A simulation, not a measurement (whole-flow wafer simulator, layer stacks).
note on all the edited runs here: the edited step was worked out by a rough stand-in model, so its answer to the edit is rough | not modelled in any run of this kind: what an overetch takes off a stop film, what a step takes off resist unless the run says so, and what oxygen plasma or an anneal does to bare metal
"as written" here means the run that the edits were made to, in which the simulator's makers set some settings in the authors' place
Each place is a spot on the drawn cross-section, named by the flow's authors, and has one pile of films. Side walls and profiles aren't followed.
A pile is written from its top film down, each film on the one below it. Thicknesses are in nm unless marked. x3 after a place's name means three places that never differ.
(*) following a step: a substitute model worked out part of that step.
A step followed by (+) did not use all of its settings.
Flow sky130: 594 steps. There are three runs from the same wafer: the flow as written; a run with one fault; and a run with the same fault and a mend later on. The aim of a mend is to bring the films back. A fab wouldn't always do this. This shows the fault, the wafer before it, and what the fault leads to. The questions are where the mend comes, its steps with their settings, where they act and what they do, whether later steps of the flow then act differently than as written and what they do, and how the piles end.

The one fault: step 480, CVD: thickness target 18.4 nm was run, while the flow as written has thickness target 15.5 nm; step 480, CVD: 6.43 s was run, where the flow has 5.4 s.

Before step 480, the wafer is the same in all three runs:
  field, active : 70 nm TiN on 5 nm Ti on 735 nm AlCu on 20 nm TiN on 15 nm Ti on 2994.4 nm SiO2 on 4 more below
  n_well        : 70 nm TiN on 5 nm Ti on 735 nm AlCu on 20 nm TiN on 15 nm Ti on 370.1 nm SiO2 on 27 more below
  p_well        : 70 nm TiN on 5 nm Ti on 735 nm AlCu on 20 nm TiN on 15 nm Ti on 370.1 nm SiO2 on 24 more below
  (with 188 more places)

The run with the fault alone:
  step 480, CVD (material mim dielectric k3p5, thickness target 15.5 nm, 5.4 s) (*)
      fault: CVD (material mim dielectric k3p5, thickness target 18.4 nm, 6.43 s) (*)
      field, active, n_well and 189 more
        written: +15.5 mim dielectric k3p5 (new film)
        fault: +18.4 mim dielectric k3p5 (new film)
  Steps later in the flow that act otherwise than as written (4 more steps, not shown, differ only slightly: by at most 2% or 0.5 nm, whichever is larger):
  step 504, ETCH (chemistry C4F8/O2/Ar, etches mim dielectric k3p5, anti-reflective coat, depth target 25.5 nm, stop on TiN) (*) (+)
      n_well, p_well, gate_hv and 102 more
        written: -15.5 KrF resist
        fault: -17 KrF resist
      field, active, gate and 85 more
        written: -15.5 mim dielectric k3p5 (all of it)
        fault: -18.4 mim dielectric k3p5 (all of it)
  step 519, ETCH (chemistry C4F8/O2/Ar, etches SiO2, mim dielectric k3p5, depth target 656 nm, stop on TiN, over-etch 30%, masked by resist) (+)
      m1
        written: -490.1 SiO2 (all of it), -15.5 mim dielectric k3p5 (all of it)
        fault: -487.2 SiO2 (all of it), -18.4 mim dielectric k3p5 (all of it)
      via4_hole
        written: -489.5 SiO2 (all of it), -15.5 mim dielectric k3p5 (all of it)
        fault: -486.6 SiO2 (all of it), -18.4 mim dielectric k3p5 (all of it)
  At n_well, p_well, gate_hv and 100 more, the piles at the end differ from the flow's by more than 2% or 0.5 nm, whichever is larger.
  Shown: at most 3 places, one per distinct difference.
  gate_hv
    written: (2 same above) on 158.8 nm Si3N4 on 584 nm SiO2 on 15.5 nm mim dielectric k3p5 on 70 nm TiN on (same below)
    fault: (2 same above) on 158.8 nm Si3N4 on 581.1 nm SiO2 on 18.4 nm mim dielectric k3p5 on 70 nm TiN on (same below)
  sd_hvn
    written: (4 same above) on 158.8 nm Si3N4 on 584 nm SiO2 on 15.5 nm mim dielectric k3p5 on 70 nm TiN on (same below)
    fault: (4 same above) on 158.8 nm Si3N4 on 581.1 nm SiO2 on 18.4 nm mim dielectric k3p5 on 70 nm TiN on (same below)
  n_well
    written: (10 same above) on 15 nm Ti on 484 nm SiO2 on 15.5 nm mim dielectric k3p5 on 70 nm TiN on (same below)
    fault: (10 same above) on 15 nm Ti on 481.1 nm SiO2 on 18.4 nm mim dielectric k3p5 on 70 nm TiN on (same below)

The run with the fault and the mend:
  After step 480 comes the mend.
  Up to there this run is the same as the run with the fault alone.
  step 480a, ETCH (chemistry C4F8/O2/Ar, etches mim dielectric k3p5, anti-reflective coat, depth target 2.9 nm) (*) (the flow's step 450, run once more with other settings)
      field, active, n_well and 189 more
        -2.9 mim dielectric k3p5
  Later steps of the flow that are run all act as written at every place that is followed.
  At every place that both follow, the piles at the end match the flow's.
